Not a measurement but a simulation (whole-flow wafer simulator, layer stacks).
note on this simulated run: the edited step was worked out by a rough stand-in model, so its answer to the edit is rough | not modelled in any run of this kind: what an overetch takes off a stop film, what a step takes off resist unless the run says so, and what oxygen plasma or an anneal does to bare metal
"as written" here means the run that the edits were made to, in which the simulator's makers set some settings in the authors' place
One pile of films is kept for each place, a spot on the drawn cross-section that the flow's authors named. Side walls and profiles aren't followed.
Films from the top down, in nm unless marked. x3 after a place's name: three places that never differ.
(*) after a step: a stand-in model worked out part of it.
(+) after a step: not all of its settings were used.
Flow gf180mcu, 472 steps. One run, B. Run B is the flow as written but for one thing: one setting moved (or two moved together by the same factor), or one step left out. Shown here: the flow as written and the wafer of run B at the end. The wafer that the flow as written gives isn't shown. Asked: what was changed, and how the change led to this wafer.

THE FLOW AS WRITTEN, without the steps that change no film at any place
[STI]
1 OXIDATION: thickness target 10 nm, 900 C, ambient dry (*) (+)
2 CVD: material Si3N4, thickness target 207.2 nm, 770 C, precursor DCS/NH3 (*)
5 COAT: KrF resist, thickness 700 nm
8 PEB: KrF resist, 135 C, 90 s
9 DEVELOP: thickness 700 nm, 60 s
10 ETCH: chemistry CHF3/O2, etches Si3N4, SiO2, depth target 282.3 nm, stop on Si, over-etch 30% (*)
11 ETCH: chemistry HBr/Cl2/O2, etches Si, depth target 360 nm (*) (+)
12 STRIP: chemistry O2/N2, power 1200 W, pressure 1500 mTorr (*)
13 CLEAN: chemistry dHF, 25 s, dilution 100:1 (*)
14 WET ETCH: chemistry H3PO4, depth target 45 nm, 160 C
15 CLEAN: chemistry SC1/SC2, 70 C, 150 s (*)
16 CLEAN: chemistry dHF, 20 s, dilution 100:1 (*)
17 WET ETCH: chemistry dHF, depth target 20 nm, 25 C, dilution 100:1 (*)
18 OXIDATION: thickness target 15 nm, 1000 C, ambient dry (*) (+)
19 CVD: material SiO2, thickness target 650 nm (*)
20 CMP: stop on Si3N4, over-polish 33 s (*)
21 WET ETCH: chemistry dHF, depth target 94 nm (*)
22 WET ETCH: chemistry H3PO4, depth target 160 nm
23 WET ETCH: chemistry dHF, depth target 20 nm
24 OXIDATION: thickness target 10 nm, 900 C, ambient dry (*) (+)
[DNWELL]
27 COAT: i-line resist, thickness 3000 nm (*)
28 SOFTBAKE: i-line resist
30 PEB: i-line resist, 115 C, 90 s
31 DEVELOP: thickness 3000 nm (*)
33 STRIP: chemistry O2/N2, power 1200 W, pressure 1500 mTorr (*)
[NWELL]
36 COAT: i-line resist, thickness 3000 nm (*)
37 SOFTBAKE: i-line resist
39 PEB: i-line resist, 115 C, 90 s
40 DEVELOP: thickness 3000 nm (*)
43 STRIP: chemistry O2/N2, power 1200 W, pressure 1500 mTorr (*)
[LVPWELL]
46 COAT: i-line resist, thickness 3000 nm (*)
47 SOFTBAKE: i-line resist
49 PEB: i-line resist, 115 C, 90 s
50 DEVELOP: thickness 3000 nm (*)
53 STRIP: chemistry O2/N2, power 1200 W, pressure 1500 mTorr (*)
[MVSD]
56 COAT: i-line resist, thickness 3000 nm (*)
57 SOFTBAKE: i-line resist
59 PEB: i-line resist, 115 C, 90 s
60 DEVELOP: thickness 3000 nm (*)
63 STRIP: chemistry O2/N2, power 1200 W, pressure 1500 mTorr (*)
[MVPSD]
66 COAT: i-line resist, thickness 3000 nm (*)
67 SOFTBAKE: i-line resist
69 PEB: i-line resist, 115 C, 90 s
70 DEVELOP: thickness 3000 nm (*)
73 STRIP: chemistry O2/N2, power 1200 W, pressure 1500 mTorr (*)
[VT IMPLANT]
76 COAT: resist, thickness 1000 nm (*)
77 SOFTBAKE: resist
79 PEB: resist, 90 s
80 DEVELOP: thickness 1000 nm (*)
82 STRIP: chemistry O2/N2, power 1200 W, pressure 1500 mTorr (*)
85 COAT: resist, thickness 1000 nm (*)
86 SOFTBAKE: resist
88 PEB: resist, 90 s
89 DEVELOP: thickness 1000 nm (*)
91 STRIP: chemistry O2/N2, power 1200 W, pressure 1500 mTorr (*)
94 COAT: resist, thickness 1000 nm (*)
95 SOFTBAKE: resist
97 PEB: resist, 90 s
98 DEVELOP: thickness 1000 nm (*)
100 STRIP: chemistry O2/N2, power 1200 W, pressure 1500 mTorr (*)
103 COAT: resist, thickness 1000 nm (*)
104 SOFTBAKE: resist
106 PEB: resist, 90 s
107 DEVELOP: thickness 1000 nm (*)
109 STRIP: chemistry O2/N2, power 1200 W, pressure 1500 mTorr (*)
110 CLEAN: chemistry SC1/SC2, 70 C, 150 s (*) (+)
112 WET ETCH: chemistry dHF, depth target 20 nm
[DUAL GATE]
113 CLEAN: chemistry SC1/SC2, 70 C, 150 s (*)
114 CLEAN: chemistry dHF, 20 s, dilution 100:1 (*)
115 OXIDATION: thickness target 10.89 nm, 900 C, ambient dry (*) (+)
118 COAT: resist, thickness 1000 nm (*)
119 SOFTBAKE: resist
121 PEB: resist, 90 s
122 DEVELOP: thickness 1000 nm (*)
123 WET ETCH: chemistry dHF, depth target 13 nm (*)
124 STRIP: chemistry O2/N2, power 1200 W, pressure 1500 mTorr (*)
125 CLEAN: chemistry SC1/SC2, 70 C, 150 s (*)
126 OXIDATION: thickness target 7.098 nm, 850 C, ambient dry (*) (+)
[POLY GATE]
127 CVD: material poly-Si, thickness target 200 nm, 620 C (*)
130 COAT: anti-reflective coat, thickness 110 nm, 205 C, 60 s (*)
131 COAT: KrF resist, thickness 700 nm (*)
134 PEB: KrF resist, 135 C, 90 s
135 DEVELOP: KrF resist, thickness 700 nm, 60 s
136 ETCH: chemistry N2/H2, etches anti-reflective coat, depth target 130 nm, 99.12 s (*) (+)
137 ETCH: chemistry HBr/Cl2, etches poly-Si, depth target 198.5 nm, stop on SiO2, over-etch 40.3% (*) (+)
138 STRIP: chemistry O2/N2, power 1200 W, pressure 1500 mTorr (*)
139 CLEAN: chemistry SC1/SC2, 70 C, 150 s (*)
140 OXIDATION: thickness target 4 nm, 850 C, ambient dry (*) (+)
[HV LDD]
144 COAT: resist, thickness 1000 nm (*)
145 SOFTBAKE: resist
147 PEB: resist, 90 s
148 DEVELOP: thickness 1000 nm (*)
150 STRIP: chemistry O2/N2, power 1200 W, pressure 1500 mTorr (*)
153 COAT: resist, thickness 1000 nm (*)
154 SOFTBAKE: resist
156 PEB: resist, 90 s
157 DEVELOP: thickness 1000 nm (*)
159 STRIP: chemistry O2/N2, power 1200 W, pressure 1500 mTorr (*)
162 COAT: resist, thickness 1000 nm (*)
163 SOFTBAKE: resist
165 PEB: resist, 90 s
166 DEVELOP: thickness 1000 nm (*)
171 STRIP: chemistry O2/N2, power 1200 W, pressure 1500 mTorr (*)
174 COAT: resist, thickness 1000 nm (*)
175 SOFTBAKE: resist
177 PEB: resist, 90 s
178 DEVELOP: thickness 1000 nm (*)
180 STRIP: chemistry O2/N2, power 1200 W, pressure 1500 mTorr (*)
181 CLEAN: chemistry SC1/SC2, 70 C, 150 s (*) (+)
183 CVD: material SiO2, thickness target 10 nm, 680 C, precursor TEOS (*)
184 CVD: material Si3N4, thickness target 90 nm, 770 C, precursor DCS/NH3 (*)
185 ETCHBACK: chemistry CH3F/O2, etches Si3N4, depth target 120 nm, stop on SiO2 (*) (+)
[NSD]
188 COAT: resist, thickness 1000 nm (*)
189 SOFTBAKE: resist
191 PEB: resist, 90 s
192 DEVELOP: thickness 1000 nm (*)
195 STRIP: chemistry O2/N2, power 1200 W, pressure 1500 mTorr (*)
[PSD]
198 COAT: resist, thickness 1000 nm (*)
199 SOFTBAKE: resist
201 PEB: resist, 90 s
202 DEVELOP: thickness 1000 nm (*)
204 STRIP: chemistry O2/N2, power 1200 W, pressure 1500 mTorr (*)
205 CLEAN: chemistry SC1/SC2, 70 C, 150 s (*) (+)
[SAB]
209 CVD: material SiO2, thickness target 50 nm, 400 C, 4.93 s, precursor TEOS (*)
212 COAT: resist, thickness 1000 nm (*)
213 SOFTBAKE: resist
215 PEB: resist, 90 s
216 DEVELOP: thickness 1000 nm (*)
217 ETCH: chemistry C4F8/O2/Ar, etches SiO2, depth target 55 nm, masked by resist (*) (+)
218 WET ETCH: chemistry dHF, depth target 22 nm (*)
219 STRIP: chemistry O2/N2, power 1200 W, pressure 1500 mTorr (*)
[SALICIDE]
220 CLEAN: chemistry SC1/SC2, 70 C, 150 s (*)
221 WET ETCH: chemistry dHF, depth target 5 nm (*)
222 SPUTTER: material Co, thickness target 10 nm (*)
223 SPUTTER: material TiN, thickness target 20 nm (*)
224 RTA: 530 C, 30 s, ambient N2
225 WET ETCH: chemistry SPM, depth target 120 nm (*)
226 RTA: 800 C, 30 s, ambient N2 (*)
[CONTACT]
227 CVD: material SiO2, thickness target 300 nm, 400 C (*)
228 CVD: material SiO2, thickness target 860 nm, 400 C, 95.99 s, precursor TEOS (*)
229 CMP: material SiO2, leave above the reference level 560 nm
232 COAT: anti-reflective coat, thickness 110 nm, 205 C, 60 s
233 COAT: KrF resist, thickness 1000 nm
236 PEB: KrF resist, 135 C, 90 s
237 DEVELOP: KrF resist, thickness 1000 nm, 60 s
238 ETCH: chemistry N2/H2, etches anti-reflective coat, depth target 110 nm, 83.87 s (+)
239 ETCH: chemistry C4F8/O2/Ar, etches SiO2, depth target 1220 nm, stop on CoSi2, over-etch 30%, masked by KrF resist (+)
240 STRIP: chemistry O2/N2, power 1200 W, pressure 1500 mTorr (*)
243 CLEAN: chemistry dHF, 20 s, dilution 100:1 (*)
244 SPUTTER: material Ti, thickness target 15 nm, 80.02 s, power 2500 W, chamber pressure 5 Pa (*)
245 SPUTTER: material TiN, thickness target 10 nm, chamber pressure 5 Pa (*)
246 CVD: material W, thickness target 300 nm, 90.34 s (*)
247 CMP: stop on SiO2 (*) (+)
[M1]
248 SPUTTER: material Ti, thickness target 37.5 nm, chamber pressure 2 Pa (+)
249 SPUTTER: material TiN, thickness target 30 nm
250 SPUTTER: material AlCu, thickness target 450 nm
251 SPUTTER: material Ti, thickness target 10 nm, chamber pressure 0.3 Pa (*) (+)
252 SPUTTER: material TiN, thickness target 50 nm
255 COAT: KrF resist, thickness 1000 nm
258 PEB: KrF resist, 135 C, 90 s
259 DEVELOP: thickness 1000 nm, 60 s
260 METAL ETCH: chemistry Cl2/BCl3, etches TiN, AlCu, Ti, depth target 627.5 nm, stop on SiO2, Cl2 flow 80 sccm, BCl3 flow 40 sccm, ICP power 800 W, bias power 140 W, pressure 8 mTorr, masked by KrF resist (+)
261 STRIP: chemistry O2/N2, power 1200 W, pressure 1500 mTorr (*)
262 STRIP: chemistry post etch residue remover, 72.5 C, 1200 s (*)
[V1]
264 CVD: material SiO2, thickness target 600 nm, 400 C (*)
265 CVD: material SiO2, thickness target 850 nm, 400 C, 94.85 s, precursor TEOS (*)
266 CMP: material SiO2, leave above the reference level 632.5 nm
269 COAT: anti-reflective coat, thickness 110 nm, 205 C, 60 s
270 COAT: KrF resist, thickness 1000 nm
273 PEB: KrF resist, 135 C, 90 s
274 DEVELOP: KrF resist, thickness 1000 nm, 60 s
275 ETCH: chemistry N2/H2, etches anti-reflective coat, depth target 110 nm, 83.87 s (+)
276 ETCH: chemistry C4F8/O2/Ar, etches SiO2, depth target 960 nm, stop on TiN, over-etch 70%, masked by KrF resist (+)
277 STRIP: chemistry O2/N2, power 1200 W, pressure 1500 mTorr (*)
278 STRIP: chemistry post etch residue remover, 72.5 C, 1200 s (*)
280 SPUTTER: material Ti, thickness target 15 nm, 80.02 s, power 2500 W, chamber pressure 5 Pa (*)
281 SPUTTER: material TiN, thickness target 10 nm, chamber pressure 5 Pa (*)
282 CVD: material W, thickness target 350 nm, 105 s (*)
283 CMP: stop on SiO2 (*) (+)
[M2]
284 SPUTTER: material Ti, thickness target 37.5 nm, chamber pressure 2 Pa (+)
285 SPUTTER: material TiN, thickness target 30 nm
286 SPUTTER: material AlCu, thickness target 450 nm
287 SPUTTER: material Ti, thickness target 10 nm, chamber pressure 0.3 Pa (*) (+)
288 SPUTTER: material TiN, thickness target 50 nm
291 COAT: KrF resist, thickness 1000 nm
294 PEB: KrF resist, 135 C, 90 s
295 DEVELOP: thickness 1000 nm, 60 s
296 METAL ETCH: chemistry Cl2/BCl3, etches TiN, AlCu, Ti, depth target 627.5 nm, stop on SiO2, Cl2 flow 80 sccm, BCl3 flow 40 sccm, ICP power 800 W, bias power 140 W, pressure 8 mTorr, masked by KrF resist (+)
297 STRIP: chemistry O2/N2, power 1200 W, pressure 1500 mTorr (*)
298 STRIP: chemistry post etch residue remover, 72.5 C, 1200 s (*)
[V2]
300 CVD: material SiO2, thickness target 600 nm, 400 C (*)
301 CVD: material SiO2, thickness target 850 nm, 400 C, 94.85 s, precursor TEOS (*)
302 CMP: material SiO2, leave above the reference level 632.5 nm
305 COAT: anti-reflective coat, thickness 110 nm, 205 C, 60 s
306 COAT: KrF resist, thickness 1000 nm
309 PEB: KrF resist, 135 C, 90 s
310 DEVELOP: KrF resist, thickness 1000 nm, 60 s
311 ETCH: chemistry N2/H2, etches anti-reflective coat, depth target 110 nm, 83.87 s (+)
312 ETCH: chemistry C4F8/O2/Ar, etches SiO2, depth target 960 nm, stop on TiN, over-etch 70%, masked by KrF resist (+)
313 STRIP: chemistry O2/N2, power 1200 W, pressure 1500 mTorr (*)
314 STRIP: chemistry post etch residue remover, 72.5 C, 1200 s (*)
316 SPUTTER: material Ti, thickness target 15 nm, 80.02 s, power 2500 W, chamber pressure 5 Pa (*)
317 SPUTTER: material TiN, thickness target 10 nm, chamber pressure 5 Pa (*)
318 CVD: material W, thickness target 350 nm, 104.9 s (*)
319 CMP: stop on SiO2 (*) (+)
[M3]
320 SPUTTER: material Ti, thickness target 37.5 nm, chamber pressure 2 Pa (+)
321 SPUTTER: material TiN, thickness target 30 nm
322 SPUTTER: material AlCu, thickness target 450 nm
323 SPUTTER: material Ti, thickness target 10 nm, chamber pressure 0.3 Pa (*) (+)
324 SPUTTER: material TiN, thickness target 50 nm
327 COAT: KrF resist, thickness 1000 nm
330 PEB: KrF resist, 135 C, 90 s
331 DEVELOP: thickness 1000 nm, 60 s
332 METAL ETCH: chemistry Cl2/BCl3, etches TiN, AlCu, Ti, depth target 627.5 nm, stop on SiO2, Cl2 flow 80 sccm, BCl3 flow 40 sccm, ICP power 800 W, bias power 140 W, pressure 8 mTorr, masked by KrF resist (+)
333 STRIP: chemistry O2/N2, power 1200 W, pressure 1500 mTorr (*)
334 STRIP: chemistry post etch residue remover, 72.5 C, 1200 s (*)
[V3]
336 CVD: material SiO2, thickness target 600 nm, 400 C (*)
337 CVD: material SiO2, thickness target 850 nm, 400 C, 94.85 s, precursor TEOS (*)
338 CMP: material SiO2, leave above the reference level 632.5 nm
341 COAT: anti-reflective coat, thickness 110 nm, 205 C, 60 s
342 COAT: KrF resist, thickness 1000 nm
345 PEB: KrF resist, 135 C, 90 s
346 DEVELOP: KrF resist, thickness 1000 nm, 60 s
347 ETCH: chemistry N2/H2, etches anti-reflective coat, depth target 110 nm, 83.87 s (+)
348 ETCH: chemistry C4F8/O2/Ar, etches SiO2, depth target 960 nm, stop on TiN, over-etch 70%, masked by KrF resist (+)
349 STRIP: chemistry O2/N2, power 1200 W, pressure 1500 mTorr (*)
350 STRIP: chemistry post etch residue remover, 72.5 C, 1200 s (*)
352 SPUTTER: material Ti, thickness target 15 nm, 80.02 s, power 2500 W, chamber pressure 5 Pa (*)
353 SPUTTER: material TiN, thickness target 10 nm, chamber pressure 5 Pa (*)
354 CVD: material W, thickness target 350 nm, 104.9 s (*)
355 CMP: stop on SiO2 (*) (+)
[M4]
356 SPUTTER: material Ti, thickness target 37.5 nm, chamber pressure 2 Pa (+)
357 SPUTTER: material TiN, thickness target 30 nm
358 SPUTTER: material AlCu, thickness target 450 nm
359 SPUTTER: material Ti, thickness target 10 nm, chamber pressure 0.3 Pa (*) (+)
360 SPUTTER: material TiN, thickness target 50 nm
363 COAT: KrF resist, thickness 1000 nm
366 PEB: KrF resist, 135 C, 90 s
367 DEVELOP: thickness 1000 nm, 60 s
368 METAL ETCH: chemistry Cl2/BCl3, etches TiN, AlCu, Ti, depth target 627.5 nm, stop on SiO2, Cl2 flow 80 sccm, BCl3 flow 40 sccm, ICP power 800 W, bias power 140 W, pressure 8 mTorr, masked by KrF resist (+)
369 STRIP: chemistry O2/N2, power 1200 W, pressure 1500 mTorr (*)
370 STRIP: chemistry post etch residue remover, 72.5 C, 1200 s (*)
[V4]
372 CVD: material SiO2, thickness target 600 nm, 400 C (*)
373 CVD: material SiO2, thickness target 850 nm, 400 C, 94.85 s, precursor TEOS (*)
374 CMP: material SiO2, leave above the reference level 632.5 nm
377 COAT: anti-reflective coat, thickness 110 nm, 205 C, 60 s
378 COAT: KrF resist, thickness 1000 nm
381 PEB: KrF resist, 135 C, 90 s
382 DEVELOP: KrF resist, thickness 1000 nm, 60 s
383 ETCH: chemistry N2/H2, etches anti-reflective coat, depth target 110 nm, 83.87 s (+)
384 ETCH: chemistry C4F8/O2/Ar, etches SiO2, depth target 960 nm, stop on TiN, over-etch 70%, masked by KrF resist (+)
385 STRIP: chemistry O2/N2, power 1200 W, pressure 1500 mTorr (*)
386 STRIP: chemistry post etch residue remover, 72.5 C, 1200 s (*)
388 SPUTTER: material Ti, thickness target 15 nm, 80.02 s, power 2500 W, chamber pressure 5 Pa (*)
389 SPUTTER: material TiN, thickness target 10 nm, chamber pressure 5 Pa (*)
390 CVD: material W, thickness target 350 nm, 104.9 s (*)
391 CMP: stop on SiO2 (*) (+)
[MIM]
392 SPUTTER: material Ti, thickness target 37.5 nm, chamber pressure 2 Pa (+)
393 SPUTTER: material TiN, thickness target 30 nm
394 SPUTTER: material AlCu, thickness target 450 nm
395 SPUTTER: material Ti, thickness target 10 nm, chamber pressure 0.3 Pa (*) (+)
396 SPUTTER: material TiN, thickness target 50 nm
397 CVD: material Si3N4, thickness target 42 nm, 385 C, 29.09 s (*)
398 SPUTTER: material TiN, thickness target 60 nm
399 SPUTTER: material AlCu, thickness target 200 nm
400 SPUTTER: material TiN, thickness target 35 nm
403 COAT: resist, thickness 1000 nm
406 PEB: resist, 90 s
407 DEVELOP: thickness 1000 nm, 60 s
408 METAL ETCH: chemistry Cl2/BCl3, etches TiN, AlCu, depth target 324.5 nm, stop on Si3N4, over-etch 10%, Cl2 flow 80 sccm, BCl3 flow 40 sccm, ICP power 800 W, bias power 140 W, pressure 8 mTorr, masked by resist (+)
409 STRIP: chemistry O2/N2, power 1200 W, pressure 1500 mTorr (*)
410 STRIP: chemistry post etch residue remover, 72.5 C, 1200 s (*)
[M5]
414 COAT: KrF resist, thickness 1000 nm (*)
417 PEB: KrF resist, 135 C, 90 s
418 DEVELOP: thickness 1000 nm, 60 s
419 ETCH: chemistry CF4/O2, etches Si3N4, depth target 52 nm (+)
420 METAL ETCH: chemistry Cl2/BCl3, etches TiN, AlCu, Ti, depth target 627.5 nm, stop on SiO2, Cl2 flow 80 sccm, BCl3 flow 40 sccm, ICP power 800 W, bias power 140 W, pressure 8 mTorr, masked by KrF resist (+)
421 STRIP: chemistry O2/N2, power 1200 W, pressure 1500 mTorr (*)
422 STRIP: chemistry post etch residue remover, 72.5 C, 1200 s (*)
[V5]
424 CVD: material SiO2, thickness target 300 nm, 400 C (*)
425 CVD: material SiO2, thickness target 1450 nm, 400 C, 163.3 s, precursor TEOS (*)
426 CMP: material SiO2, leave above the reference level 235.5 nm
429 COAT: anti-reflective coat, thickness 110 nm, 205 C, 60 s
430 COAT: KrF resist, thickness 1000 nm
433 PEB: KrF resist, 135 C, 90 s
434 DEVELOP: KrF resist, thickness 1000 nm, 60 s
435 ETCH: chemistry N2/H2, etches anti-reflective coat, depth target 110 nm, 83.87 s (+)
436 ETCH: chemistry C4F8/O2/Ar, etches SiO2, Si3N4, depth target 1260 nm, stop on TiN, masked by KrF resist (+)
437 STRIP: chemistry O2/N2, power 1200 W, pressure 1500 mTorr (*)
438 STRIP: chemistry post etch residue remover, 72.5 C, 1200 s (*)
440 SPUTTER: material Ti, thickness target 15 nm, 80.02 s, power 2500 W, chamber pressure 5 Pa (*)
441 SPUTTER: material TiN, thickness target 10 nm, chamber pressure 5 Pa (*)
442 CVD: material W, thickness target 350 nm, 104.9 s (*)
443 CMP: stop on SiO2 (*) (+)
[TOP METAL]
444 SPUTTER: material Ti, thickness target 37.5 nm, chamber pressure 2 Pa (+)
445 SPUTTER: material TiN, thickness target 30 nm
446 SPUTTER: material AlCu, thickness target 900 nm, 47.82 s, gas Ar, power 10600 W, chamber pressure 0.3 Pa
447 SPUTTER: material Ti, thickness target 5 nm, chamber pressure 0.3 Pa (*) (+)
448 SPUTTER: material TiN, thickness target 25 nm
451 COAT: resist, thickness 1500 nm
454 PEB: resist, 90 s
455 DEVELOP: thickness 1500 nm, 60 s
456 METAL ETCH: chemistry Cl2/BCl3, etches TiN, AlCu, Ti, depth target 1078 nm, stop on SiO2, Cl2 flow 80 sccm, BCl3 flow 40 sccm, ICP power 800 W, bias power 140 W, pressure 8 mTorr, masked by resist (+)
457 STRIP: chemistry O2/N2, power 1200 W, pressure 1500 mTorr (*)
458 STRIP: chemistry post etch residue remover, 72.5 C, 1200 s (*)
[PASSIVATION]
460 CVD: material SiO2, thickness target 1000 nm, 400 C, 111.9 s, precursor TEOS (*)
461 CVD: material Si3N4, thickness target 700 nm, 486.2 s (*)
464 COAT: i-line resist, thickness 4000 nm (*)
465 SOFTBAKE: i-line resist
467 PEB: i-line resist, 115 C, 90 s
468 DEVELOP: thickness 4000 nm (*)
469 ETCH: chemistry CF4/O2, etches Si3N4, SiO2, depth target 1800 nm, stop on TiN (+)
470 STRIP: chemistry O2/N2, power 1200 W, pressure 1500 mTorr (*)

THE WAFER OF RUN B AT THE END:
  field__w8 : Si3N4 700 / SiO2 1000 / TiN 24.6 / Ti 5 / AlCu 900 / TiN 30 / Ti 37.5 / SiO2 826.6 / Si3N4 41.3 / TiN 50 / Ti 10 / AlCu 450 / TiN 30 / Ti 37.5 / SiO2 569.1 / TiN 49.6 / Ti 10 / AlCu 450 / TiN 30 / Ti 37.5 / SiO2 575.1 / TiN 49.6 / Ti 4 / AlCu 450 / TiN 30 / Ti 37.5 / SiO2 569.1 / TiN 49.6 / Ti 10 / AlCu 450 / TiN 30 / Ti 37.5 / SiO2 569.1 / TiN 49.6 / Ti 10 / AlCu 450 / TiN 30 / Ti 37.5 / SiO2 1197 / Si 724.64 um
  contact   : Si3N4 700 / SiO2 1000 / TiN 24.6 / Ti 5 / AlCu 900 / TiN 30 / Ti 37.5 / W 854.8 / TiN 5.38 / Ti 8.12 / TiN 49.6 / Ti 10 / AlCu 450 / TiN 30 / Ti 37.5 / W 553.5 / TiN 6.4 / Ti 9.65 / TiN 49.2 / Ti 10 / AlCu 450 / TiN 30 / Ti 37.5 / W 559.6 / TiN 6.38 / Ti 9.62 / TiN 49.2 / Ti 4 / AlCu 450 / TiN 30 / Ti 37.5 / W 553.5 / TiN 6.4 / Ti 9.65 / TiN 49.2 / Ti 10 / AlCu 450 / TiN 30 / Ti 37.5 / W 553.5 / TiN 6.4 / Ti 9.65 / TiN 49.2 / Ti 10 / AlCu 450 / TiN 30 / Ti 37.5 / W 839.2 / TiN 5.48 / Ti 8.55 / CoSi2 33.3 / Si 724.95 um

The cause: step 323, SPUTTER: thickness target 4 nm was run, where the flow has thickness target 10 nm.
It can be read off the wafer: field__w8 has Ti 4, and step 323 as written asks for 10 nm.

How the change led to this, step by step:
  323 SPUTTER: material Ti, thickness target 10 nm, chamber pressure 0.3 Pa (*) (+)
      field, field__w1, field__w2 and 108 more: Ti +4 (new film) (as written it would be: Ti +10 (new film))
  332 METAL ETCH: chemistry Cl2/BCl3, etches TiN, AlCu, Ti, depth target 627.5 nm, stop on SiO2, Cl2 flow 80 sccm, BCl3 flow 40 sccm, ICP power 800 W, bias power 140 W, pressure 8 mTorr, masked by KrF resist (+)
      field, field__w1, field__w2 and 103 more: TiN -50 (all of it), Ti -4 (all of it), AlCu -450 (all of it), TiN -30 (all of it), Ti -37.5 (all of it) (as written it would be: TiN -50 (all of it), Ti -10 (all of it), AlCu -450 (all of it), TiN -30 (all of it), Ti -37.5 (all of it))
